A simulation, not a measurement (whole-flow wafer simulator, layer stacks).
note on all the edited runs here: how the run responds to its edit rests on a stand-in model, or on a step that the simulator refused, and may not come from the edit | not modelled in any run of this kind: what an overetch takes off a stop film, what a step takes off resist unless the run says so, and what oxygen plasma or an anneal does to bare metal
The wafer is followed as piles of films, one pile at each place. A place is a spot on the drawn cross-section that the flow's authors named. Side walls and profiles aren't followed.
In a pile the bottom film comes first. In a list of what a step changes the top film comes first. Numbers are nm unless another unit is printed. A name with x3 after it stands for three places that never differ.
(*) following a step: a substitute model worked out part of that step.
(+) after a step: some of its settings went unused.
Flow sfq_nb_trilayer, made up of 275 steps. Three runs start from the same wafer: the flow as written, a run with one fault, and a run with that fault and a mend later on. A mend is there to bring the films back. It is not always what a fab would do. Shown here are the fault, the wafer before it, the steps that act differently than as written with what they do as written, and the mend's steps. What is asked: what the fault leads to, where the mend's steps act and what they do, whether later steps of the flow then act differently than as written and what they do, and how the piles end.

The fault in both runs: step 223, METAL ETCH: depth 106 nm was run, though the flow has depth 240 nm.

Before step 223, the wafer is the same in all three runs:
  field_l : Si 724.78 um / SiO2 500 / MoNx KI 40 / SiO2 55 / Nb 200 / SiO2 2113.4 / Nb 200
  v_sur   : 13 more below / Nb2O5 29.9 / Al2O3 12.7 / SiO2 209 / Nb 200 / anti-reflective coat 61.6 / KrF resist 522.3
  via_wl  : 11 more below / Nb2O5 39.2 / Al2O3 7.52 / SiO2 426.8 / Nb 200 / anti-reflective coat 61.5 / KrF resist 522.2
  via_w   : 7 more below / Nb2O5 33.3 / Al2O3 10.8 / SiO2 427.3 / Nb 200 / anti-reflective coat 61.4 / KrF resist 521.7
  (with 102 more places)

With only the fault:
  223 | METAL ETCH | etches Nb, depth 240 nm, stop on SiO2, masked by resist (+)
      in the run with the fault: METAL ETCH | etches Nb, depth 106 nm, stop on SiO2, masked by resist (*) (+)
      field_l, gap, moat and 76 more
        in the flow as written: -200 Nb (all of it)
        in the run with the fault: -106 Nb
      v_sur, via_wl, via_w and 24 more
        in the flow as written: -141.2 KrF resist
        in the run with the fault: -62.4 KrF resist
  Steps further on in the flow that do not act as written:
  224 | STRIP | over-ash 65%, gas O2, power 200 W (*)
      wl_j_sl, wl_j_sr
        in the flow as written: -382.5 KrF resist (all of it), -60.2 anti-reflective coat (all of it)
        in the run with the fault: -461.3 KrF resist (all of it), -60.2 anti-reflective coat (all of it)
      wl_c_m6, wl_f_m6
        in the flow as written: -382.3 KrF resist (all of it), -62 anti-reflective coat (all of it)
        in the run with the fault: -461.1 KrF resist (all of it), -62 anti-reflective coat (all of it)
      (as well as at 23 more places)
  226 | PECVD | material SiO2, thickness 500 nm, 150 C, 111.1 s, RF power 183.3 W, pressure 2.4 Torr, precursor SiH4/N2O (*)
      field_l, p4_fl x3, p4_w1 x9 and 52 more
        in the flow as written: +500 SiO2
        in the run with the fault: +500 SiO2 (new film)
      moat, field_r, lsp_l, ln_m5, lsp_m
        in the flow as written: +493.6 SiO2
        in the run with the fault: +500 SiO2 (new film)
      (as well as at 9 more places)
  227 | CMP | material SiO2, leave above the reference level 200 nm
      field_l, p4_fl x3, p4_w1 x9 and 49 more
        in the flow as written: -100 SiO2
        in the run with the fault: -194 SiO2
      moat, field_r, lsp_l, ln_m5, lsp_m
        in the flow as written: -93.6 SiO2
        in the run with the fault: -194 SiO2
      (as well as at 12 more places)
  The piles end different from the flow's at field_l, gap, moat and 76 more by more than 2% or 0.5 nm, whichever is larger.
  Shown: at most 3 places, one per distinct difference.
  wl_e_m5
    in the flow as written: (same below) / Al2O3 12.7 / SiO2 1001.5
    in the run with the fault: (same below) / Al2O3 12.7 / SiO2 209 / Nb 94 / SiO2 698.5
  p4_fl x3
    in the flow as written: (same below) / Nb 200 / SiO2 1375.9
    in the run with the fault: (same below) / Nb 200 / SiO2 583.4 / Nb 94 / SiO2 698.5
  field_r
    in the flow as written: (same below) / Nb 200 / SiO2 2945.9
    in the run with the fault: (same below) / Nb 200 / SiO2 2153.4 / Nb 94 / SiO2 698.5

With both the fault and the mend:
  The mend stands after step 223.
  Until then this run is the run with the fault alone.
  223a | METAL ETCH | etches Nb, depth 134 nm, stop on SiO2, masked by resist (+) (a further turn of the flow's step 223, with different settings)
      field_l, gap, moat and 76 more
        -94 Nb (all of it)
      v_sur, via_wl, via_w and 24 more
        -78.8 KrF resist
  Every later step of the flow that is run acts as written at every place that is followed.
  At every place that both follow, the piles at the end match the flow's.
